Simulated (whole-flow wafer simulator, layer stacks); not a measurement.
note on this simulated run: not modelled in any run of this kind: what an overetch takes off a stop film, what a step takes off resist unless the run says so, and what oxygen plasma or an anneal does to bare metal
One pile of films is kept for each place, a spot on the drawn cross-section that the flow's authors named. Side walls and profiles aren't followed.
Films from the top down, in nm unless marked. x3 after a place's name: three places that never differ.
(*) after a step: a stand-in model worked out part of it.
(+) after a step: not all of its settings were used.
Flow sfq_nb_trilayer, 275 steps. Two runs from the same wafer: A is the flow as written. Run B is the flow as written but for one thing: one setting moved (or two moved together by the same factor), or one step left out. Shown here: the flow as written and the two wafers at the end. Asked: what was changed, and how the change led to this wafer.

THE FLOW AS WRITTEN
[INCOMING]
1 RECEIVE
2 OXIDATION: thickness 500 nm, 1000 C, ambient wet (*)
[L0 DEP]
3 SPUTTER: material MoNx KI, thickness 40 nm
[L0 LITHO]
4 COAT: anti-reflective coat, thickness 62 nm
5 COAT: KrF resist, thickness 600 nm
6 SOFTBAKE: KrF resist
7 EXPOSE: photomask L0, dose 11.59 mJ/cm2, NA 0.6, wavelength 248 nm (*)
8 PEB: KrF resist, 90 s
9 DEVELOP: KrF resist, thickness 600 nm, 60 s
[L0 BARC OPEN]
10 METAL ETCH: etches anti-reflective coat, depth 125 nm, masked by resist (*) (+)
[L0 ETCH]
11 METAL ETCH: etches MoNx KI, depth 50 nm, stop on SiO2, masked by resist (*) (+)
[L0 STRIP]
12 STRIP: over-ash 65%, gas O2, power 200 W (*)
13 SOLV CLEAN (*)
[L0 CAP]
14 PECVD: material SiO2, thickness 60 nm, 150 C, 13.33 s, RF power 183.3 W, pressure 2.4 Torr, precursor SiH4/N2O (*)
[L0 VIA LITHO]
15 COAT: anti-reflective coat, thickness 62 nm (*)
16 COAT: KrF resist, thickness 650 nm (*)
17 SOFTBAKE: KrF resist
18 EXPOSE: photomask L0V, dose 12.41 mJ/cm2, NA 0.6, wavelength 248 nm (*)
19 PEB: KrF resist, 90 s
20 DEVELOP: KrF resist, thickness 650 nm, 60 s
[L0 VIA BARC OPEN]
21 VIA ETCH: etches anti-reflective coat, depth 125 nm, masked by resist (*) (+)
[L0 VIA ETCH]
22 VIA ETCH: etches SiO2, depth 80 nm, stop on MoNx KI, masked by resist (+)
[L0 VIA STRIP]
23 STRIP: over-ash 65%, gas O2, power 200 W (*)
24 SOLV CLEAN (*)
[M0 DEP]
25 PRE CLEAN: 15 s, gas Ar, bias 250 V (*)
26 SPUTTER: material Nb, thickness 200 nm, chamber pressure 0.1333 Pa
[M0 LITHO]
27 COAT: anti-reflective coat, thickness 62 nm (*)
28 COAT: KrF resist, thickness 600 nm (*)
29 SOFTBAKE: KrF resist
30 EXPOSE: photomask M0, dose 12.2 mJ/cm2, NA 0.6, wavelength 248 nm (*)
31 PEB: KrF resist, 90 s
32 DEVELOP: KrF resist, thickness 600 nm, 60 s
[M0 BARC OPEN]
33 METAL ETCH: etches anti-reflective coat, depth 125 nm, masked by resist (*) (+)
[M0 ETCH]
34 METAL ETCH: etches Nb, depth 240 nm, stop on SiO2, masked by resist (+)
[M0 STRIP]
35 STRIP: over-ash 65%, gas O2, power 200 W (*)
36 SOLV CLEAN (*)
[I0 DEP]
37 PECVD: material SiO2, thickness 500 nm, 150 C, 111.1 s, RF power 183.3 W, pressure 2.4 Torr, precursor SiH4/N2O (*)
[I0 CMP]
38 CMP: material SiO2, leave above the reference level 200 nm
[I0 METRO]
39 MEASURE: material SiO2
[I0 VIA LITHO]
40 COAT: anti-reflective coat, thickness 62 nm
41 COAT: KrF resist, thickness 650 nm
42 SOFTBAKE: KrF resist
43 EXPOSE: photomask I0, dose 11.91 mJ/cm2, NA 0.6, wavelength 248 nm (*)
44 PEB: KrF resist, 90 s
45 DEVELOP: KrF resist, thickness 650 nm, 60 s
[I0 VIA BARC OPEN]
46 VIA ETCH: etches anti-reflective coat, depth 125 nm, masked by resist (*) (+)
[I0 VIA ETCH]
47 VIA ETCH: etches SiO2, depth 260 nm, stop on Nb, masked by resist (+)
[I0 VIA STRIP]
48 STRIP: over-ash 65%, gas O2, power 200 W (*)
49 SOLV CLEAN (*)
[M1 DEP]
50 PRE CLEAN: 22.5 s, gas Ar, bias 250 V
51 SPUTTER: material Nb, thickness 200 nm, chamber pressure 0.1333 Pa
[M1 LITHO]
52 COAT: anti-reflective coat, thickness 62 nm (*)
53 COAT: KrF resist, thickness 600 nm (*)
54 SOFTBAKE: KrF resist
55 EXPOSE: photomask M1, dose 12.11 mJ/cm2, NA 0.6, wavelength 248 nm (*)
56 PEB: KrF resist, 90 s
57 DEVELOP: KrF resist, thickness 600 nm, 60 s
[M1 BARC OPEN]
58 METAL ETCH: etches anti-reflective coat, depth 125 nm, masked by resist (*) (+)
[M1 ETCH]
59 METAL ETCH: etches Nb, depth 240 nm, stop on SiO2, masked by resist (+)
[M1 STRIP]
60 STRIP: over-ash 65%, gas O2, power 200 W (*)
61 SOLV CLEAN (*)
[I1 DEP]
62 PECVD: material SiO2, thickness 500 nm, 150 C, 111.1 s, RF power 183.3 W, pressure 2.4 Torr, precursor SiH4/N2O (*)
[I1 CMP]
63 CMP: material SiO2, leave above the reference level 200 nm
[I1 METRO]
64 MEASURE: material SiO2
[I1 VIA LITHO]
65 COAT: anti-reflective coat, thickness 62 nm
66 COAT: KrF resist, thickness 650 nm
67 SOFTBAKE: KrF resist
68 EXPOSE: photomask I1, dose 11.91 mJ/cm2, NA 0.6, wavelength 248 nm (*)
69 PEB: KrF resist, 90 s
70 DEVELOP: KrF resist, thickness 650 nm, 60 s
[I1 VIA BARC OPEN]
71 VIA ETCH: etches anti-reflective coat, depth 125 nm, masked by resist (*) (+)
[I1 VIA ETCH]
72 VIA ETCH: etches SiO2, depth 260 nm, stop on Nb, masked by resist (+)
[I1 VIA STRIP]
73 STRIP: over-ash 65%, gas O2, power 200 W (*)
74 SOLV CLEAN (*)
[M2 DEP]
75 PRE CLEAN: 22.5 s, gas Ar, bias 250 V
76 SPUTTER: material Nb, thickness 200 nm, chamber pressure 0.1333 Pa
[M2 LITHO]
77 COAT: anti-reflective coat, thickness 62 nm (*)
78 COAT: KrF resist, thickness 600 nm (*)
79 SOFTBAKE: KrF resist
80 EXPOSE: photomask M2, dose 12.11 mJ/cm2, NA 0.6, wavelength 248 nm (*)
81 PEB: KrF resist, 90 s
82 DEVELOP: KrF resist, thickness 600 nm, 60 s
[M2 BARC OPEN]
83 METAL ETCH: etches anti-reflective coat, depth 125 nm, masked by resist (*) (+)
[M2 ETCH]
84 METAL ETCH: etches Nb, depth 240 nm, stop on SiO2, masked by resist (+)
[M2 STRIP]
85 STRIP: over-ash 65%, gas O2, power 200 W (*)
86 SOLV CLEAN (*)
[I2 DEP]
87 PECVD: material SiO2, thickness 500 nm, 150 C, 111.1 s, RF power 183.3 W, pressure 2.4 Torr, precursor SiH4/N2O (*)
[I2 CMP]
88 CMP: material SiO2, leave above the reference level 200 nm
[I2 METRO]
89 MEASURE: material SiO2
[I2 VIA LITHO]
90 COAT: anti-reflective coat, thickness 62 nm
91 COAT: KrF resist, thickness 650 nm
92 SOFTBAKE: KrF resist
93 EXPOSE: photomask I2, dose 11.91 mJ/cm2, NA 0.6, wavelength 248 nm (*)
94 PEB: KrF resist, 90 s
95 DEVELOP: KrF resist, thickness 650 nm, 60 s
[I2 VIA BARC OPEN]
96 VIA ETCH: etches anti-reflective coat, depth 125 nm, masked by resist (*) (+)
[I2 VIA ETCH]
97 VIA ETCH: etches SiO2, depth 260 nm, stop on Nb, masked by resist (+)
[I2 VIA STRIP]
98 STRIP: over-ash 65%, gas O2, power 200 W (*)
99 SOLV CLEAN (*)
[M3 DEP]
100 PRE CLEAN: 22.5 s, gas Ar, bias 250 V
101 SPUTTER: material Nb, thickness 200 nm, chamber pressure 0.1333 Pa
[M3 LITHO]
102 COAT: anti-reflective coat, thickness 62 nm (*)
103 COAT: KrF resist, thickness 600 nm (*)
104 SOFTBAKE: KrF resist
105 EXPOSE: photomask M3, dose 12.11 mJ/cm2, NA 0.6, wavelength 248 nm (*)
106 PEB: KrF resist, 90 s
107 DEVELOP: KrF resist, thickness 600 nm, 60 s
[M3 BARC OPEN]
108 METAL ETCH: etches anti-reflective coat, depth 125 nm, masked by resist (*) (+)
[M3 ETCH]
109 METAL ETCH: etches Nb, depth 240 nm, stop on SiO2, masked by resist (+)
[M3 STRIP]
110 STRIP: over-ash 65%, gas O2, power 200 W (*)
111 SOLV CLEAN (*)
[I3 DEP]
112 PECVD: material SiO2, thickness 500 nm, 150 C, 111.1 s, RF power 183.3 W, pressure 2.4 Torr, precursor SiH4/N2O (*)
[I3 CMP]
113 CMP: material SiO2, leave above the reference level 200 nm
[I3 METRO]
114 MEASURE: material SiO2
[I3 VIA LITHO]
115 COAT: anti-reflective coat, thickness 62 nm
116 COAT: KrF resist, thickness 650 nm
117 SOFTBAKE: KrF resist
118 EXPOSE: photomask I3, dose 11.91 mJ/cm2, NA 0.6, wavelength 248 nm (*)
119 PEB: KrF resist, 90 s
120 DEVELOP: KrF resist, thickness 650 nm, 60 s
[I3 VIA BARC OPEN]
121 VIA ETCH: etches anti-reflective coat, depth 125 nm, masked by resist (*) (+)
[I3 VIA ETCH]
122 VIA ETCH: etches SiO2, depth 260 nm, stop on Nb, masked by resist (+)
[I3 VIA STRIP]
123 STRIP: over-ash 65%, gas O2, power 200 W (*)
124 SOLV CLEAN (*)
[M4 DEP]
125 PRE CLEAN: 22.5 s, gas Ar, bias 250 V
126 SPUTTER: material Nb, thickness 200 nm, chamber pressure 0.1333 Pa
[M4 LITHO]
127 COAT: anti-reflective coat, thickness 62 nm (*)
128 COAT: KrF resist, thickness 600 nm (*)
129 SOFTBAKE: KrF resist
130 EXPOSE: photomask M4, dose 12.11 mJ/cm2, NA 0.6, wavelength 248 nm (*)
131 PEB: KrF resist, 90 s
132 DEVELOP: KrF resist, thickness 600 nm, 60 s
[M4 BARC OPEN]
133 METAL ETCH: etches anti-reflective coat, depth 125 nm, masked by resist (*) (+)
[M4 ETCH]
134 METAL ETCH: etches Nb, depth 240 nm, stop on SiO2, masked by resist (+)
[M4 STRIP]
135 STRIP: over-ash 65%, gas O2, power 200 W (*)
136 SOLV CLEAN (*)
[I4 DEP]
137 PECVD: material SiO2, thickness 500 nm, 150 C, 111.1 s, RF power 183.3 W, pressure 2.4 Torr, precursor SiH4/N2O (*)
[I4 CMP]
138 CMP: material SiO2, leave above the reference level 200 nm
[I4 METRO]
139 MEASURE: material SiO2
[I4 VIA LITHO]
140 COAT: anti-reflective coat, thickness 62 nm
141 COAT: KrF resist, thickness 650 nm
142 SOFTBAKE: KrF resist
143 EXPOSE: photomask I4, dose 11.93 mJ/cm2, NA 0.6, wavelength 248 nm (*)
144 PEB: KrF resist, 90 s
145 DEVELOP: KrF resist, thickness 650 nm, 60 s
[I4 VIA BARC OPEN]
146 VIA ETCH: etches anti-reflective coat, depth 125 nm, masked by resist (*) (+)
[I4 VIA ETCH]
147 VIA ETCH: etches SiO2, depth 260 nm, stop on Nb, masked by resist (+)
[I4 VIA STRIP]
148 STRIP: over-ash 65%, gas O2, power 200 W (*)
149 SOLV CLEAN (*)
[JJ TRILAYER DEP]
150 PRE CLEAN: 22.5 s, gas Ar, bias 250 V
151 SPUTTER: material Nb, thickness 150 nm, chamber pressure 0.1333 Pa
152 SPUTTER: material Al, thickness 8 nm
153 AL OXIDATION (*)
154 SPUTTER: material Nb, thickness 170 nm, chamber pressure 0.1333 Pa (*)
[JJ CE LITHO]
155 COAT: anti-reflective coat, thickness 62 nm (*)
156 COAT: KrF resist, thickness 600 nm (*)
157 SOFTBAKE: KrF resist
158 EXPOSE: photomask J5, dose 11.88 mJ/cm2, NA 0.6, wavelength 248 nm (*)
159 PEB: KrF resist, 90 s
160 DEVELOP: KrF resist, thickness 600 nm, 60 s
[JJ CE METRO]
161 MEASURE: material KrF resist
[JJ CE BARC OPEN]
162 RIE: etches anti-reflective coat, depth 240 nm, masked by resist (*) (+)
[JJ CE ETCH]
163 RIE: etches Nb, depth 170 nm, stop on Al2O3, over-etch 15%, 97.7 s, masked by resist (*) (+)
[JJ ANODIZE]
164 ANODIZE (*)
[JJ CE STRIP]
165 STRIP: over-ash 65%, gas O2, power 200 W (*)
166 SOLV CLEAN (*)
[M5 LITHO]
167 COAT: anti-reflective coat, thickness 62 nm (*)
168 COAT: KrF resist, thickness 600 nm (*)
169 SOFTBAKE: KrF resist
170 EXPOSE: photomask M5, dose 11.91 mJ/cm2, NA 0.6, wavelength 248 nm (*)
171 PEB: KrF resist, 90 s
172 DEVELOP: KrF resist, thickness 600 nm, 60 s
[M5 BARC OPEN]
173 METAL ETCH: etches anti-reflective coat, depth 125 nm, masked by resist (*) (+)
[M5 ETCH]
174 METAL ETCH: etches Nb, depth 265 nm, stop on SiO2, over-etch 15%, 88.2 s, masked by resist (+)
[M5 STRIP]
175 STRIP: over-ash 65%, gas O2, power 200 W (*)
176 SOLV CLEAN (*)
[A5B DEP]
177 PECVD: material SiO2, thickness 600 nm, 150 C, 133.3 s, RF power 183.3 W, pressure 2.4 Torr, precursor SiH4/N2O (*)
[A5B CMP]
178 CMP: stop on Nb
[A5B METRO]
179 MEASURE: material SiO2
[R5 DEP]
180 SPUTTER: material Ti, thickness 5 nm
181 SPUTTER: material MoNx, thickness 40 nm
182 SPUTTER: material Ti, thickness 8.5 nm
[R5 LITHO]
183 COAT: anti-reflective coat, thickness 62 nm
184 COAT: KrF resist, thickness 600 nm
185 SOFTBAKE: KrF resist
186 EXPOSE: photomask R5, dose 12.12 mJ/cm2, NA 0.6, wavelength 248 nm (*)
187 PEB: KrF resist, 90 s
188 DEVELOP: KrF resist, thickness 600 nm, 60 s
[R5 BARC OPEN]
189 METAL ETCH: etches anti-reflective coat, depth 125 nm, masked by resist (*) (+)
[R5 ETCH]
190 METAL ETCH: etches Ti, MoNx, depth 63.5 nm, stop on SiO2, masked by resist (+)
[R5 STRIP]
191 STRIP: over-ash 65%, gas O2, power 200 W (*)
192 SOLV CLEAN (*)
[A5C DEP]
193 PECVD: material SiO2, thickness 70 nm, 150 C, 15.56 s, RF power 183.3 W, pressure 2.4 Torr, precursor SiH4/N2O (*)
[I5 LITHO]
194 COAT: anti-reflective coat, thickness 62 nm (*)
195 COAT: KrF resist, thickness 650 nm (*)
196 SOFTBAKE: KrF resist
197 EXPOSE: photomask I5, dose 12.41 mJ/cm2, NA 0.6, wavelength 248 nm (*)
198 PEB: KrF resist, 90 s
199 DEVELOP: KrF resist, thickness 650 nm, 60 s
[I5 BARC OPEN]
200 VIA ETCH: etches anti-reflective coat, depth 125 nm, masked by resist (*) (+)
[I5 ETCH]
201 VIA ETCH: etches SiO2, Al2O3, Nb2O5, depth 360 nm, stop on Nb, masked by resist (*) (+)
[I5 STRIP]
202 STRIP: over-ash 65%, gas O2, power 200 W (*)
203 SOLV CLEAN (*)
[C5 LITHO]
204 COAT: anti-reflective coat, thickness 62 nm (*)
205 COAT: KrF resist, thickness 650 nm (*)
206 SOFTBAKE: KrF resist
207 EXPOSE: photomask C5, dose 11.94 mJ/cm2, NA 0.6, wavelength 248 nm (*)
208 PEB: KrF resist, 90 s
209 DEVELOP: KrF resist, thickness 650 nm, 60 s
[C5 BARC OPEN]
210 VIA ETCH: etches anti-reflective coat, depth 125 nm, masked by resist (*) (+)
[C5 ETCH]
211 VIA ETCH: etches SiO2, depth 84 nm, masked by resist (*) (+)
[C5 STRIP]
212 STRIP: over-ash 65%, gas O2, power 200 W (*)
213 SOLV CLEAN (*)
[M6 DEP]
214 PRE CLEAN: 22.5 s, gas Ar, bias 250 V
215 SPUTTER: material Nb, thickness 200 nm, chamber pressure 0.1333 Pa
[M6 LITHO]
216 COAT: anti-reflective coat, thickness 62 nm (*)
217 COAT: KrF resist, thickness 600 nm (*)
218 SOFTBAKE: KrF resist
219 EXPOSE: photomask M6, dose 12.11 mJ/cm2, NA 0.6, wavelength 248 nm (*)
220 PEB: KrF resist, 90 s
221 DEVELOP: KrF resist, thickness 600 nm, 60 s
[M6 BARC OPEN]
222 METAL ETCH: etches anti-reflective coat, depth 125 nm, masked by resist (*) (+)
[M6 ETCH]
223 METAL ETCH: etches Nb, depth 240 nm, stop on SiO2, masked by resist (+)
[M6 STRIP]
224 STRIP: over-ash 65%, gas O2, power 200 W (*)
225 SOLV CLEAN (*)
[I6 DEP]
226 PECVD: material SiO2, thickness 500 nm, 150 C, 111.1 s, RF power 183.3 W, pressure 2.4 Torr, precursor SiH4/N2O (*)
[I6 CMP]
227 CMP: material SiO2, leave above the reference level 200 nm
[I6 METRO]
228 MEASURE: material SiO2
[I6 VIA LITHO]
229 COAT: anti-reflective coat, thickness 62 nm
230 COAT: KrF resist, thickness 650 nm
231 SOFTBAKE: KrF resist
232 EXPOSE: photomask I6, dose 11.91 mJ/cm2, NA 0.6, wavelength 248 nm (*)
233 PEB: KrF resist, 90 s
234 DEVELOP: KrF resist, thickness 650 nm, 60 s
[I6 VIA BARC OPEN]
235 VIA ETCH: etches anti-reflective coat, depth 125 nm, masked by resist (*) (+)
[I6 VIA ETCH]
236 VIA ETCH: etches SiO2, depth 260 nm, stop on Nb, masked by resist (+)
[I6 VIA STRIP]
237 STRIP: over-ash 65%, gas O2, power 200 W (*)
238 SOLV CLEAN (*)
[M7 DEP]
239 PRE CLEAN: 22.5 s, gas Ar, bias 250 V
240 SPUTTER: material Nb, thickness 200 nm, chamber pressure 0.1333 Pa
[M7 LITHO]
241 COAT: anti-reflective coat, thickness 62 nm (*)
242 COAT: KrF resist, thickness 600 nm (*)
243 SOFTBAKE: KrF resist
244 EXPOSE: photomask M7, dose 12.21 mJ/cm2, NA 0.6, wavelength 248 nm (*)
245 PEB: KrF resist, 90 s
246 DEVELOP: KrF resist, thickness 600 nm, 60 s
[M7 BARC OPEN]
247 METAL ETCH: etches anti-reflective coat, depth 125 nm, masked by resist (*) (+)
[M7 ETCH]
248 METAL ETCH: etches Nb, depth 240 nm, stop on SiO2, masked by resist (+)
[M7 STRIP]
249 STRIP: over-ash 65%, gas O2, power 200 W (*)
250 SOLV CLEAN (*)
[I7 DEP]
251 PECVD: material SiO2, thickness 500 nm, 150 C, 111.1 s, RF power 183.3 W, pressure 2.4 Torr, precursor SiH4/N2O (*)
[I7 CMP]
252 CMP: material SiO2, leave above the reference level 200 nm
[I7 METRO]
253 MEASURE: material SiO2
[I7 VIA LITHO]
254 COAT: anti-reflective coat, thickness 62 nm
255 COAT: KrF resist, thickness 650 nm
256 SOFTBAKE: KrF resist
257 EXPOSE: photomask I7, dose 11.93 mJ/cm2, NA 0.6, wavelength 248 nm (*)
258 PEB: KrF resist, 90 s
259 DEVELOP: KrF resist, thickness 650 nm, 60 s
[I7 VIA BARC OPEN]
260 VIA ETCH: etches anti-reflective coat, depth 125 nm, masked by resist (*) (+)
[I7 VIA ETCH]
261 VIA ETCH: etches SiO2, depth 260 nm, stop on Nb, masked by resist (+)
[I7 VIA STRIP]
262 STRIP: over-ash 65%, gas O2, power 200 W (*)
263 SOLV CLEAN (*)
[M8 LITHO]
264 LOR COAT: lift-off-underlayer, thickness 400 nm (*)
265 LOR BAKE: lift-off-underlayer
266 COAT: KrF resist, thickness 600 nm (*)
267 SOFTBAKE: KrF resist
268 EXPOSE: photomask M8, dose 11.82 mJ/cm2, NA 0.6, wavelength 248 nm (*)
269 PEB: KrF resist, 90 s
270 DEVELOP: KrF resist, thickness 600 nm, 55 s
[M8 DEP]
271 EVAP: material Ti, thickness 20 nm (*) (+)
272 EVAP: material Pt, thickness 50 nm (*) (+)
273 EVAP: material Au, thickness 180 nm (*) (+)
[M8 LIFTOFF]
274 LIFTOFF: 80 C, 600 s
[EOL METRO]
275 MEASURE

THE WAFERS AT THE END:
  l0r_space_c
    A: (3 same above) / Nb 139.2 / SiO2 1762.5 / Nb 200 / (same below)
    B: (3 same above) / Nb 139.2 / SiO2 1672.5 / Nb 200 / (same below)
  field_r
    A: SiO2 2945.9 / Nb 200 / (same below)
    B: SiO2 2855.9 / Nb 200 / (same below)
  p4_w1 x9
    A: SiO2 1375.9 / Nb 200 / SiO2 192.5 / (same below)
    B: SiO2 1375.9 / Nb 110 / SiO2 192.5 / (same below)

The cause: step 126, SPUTTER: thickness 110 nm was run, where the flow has thickness 200 nm.
It can be read off the wafer: p4_w1 x9 has Nb 110, and step 126 as written asks for 200 nm.

How the change led to this, step by step:
  126 SPUTTER: material Nb, thickness 200 nm, chamber pressure 0.1333 Pa
      field_l, v_sur, via_wl and 102 more: A Nb +200 (new film) | B Nb +110 (new film)
      via_v: A Nb +165.5 | B Nb +90.7
  127 COAT: anti-reflective coat, thickness 62 nm (*)
      via_v: A anti-reflective coat +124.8 (new film) | B anti-reflective coat +120.2 (new film)
  134 METAL ETCH: etches Nb, depth 240 nm, stop on SiO2, masked by resist (+)
      field_l, be, be_sur and 64 more: A Nb -200 (all of it) | B Nb -110 (all of it)
      v_sur, via_wl, via_w and 36 more: A KrF resist -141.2 | B KrF resist -97.1
  135 STRIP: over-ash 65%, gas O2, power 200 W (*)
      p4_fl x3, p4_w1 x9, p4_g1 x2 and 15 more: A KrF resist -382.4 (all of it), anti-reflective coat -62 (all of it) | B KrF resist -426.5 (all of it), anti-reflective coat -62 (all of it)
      lsp_m, ln_m6: A KrF resist -381.9 (all of it), anti-reflective coat -61.8 (all of it) | B KrF resist -426.1 (all of it), anti-reflective coat -61.8 (all of it)
      (and at 8 more places)
  137 PECVD: material SiO2, thickness 500 nm, 150 C, 111.1 s, RF power 183.3 W, pressure 2.4 Torr, precursor SiH4/N2O (*)
      p3_s0 x6: A SiO2 +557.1 | B SiO2 +500
      via_v: A SiO2 +615 (new film) | B SiO2 +590 (new film)
  138 CMP: material SiO2, leave above the reference level 200 nm
      field_l, be, be_sur and 55 more: A SiO2 -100 | B SiO2 -190
      p3_s0 x6: A SiO2 -157.1 | B SiO2 -190
      (and at 4 more places)
